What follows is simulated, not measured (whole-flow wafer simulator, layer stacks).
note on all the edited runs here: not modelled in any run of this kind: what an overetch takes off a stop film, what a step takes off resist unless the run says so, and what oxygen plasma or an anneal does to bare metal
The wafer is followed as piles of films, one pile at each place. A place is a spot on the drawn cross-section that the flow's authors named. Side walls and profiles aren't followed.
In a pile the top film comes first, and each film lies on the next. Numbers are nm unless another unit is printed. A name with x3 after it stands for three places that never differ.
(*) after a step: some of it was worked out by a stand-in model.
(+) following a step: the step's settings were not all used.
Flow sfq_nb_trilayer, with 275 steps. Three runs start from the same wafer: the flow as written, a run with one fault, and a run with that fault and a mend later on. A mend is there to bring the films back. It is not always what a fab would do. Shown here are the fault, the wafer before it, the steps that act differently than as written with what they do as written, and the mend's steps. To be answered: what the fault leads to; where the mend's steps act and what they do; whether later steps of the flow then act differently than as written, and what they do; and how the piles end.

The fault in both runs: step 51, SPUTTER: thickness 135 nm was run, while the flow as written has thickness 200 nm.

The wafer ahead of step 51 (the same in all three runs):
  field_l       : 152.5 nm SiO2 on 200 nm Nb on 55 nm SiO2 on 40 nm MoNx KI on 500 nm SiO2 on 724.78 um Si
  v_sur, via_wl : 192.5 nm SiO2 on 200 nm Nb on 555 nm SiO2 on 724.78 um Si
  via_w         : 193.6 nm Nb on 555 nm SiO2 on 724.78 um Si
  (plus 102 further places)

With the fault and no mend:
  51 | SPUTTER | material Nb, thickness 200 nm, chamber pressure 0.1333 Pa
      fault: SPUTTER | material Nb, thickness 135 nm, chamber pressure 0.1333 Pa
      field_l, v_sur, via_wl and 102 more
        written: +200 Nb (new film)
        fault: +135 Nb (new film)
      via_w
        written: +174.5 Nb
        fault: +118.5 Nb
  Later steps of the flow acting differently than as written (3 other steps are not shown; they differ only slightly, by no more than 2% or 0.5 nm, whichever is larger):
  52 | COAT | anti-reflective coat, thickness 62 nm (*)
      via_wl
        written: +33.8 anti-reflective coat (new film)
        fault: +32.8 anti-reflective coat (new film)
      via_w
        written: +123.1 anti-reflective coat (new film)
        fault: +120.2 anti-reflective coat (new film)
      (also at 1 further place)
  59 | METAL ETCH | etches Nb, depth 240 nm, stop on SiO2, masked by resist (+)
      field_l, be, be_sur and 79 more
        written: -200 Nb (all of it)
        fault: -135 Nb (all of it)
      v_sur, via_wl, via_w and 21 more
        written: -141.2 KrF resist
        fault: -119.1 KrF resist
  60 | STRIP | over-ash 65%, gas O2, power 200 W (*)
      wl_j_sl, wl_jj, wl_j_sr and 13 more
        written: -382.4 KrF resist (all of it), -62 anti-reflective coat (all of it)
        fault: -404.4 KrF resist (all of it), -62 anti-reflective coat (all of it)
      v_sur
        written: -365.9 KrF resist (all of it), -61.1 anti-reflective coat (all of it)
        fault: -388.5 KrF resist (all of it), -60.9 anti-reflective coat (all of it)
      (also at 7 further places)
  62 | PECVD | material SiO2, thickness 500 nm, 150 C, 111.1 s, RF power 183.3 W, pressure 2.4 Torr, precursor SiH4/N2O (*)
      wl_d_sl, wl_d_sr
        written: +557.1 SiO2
        fault: +500 SiO2
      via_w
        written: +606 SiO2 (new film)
        fault: +590.4 SiO2 (new film)
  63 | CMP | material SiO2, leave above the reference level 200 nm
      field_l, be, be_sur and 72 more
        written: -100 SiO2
        fault: -165 SiO2
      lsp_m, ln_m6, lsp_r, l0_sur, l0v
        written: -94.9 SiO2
        fault: -165 SiO2
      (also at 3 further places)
  By the end, the piles at field_l, v_sur, via_wl and 102 more depart from the flow's by more than 2% or 0.5 nm, whichever is larger.
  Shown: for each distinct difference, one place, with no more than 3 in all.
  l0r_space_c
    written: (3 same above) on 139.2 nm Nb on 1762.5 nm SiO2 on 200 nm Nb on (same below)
    fault: (3 same above) on 139.2 nm Nb on 1697.5 nm SiO2 on 200 nm Nb on (same below)
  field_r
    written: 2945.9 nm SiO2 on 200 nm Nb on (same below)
    fault: 2880.9 nm SiO2 on 200 nm Nb on (same below)
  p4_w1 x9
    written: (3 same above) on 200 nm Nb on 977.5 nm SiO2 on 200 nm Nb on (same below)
    fault: (3 same above) on 200 nm Nb on 912.5 nm SiO2 on 200 nm Nb on (same below)

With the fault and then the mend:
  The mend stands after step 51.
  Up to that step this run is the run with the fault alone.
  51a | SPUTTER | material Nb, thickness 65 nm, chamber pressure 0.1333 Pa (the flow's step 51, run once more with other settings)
      field_l, v_sur, via_wl and 102 more
        +65 Nb
      via_w
        +51.6 Nb
  None of the later steps of the flow differs from how it acts as written, at any place that is followed, by more than 2% or 0.5 nm, whichever is larger.
  When the end is reached, the piles differ only a little from the flow's at the places that both follow, at most by 2% or 0.5 nm, whichever is larger.
